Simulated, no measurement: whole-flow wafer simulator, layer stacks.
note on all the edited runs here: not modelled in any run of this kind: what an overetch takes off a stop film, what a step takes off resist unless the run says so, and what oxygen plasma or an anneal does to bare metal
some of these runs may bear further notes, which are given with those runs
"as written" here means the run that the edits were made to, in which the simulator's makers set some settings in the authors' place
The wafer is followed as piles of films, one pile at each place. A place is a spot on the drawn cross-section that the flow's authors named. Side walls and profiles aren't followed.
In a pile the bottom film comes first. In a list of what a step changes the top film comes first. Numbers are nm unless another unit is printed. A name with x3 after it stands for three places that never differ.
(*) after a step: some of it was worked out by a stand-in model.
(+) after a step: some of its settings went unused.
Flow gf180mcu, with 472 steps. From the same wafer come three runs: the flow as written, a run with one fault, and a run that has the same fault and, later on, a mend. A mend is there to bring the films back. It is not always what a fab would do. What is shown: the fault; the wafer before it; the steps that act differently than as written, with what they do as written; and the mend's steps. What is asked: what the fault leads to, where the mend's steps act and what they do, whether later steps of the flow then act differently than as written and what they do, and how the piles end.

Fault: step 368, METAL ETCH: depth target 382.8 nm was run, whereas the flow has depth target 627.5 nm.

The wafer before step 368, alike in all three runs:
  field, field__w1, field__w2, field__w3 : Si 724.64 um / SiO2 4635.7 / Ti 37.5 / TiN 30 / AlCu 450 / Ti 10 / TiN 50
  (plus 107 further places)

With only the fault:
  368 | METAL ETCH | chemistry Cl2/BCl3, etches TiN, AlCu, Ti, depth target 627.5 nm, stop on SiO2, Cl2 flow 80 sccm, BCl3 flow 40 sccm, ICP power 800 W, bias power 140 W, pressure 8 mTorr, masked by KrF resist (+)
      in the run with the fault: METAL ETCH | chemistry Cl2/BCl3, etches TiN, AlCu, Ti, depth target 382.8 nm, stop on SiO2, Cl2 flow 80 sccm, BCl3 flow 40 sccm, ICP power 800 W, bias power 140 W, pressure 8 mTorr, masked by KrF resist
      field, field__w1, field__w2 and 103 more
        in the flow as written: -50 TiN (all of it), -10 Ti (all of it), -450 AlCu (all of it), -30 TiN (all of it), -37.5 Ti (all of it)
        in the run with the fault: -50 TiN (all of it), -10 Ti (all of it), -322.8 AlCu
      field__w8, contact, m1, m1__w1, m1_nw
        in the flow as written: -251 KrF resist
        in the run with the fault: -153.1 KrF resist
  Steps further on in the flow that do not act as written:
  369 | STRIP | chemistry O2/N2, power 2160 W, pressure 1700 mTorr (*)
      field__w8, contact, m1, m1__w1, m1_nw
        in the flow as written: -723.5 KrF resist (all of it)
        in the run with the fault: -821.4 KrF resist (all of it)
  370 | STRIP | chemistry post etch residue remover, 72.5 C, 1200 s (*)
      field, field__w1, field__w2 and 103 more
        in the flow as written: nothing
        in the run with the fault: -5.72 AlCu
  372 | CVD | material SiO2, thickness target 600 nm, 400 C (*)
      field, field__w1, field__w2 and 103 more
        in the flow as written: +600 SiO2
        in the run with the fault: +600 SiO2 (new film)
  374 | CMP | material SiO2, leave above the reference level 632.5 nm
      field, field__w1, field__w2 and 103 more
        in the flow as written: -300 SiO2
        in the run with the fault: -489 SiO2
  The piles end different from the flow's at field, field__w1, field__w2 and 104 more by more than 2% or 0.5 nm, whichever is larger.
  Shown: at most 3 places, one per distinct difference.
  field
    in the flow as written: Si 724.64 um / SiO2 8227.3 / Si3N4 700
    in the run with the fault: Si 724.64 um / SiO2 4635.7 / Ti 37.5 / TiN 30 / AlCu 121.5 / SiO2 3402.6 / Si3N4 700
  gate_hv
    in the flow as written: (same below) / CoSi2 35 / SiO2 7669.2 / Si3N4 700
    in the run with the fault: (same below) / CoSi2 35 / SiO2 4077.6 / Ti 37.5 / TiN 30 / AlCu 121.5 / SiO2 3402.6 / Si3N4 700
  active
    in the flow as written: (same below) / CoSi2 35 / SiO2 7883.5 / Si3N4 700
    in the run with the fault: (same below) / CoSi2 35 / SiO2 4291.9 / Ti 37.5 / TiN 30 / AlCu 121.5 / SiO2 3402.6 / Si3N4 700

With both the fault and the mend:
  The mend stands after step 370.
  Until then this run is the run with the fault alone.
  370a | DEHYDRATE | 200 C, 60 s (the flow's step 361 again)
      alters no film at any place that is followed
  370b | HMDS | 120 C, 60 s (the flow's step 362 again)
      alters no film at any place that is followed
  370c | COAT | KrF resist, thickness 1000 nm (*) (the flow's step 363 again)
      iso_ptap_pw, iso_ntap_nw, iso_nw_fld and 33 more
        +1000 KrF resist (new film)
      field_sub, field_sub__w3, p_well and 8 more
        +1002.6 KrF resist (new film)
      field_sub__w2, field_sub__w4, ld_drn_n and 7 more
        +1002.4 KrF resist (new film)
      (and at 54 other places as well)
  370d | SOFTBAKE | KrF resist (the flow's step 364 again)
      alters no film at any place that is followed
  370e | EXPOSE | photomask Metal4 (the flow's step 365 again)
      alters no film at any place that is followed
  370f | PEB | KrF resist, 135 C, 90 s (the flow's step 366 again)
      field__w1, field__w2, field__w3 and 58 more
        -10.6 KrF resist
      iso_ptap_pw, iso_ntap_nw, iso_nw_fld and 33 more
        -10.5 KrF resist
      sd_p, nw_sep_fld, polyc_n
        -10.7 KrF resist
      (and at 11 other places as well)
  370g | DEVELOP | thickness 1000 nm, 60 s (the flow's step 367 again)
      iso_ptap_pw, iso_ntap_nw, iso_nw_fld and 33 more
        -989.5 KrF resist (all of it)
      field__w5, field__w9, field_sub and 12 more
        -992 KrF resist (all of it)
      field_sub__w2, field_sub__w4, gate_nat and 11 more
        -991.9 KrF resist (all of it)
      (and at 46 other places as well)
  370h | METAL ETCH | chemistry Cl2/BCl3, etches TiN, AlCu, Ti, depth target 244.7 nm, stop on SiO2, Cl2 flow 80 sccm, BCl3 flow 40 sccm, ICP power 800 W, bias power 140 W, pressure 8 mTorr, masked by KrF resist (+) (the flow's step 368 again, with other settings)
      field, field__w1, field__w2 and 103 more
        -121.5 AlCu (all of it), -30 TiN (all of it), -37.5 Ti (all of it)
      field__w8, contact, m1, m1__w1, m1_nw
        -97.9 KrF resist
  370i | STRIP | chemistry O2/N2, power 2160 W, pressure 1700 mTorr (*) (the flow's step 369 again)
      field__w8
        -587 KrF resist (all of it)
      contact
        -585.1 KrF resist (all of it)
      m1
        -587.3 KrF resist (all of it)
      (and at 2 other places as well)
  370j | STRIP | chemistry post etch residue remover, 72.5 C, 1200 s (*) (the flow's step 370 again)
      field__w8, contact, m1, m1__w1, m1_nw
        -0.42 TiN
  Later steps of the flow that are run all act as written at every place that is followed, up to a difference of at most 2% or 0.5 nm, whichever is larger.
  At the end the piles are close to the flow's at the places that both follow, differing by at most 2% or 0.5 nm, whichever is larger.
